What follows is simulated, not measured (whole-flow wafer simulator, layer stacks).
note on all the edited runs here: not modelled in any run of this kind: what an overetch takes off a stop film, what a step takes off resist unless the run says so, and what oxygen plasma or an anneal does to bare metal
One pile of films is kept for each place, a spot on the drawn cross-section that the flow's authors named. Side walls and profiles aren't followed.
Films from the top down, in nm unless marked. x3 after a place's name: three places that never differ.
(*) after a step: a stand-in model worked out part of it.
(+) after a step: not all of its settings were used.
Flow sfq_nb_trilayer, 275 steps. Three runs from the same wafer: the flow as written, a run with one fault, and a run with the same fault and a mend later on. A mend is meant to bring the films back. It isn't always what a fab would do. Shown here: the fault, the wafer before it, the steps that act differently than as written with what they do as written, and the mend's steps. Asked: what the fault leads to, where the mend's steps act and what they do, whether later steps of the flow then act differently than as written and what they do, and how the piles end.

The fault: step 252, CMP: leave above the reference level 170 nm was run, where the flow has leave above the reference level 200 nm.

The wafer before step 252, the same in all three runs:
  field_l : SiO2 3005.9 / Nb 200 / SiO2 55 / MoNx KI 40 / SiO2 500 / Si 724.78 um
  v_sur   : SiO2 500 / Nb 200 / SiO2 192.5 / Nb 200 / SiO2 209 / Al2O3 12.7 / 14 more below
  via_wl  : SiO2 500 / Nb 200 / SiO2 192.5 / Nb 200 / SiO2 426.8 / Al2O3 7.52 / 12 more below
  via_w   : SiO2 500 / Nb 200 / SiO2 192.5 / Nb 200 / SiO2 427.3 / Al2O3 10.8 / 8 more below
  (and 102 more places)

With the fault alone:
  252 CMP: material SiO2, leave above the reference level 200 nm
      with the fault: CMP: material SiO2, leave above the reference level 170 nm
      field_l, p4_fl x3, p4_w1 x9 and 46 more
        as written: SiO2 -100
        with the fault: SiO2 -130
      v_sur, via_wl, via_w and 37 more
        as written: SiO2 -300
        with the fault: SiO2 -330
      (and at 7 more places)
  Later steps of the flow that act differently than as written (4 more steps differ only slightly, by at most 2% or 0.5 nm, whichever is larger, and aren't shown):
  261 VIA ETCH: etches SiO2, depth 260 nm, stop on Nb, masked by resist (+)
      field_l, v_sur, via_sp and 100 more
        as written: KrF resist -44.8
        with the fault: KrF resist -43.9
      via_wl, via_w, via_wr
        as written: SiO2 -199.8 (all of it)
        with the fault: SiO2 -169.8 (all of it)
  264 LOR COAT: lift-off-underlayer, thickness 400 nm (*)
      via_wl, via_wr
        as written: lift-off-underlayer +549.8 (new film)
        with the fault: lift-off-underlayer +527.3 (new film)
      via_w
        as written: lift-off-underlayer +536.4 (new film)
        with the fault: lift-off-underlayer +516 (new film)
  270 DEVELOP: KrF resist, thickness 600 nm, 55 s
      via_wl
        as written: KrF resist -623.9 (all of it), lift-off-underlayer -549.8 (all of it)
        with the fault: KrF resist -620.1 (all of it), lift-off-underlayer -527.3 (all of it)
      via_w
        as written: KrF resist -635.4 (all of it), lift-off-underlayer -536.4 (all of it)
        with the fault: KrF resist -629.9 (all of it), lift-off-underlayer -516 (all of it)
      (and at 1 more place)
  At the end the piles differ from the flow's by more than 2% or 0.5 nm, whichever is larger, at v_sur, via_sp, via_v and 83 more.
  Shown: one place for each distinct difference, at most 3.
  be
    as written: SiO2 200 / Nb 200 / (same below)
    with the fault: SiO2 170 / Nb 200 / (same below)
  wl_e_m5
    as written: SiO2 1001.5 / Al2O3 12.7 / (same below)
    with the fault: SiO2 971.5 / Al2O3 12.7 / (same below)
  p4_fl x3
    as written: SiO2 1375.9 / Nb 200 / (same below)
    with the fault: SiO2 1345.9 / Nb 200 / (same below)

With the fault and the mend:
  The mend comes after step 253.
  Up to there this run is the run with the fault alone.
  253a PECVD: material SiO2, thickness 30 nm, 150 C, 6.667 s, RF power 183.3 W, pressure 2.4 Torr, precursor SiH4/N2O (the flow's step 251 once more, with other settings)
      field_l, v_sur, via_wl and 103 more
        SiO2 +30
  No later step of the flow acts differently than as written at any place that is followed.
  At the end the piles are the same as the flow's at every place that both follow.
